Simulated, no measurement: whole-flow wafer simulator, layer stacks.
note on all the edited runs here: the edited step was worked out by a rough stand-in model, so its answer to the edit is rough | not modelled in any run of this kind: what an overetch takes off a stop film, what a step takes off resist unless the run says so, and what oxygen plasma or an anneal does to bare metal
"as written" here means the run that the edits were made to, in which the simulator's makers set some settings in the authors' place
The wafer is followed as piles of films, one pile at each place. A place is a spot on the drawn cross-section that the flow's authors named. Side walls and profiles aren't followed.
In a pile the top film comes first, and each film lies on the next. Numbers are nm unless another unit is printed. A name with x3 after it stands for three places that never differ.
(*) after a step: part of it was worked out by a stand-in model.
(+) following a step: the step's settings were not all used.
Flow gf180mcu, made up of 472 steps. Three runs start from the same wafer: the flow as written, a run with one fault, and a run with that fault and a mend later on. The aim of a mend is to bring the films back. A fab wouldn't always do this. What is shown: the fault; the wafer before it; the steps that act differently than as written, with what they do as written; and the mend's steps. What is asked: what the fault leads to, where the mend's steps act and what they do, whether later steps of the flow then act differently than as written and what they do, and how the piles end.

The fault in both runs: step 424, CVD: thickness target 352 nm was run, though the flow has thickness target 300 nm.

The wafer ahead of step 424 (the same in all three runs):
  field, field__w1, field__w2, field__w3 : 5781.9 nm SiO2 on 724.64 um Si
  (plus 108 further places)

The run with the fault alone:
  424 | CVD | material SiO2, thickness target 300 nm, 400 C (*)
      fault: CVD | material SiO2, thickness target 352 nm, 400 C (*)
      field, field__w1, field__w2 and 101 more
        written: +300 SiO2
        fault: +352 SiO2
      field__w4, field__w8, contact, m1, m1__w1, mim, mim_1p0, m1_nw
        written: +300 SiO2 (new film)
        fault: +352 SiO2 (new film)
  Steps later in the flow that act otherwise than as written (2 more steps, not shown, differ only slightly: by at most 2% or 0.5 nm, whichever is larger):
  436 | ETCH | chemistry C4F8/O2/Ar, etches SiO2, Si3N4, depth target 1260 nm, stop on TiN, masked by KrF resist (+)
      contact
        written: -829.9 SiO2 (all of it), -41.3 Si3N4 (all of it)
        fault: -881.9 SiO2 (all of it), -41.3 Si3N4 (all of it)
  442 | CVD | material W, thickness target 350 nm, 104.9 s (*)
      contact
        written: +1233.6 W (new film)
        fault: +1286 W (new film)
  By the end, the piles at field__w4, field__w8, contact, m1, m1__w1, mim, mim_1p0, m1_nw depart from the flow's by more than 2% or 0.5 nm, whichever is larger.
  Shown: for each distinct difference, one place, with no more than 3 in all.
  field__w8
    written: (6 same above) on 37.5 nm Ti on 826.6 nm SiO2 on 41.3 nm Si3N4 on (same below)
    fault: (6 same above) on 37.5 nm Ti on 878.6 nm SiO2 on 41.3 nm Si3N4 on (same below)
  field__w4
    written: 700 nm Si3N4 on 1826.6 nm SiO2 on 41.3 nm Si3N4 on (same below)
    fault: 700 nm Si3N4 on 1878.6 nm SiO2 on 41.3 nm Si3N4 on (same below)
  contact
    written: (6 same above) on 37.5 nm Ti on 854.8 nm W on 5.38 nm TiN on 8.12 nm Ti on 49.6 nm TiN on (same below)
    fault: (6 same above) on 37.5 nm Ti on 907.2 nm W on 5.22 nm TiN on 7.88 nm Ti on 49.6 nm TiN on (same below)

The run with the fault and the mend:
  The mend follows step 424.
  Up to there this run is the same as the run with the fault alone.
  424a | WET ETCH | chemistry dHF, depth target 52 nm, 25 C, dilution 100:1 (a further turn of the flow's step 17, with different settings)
      field, field__w1, field__w2 and 109 more
        -52 SiO2
  None of the later steps of the flow acts differently than as written at any place that is followed.
  The piles end the same as the flow's at every place that both follow.
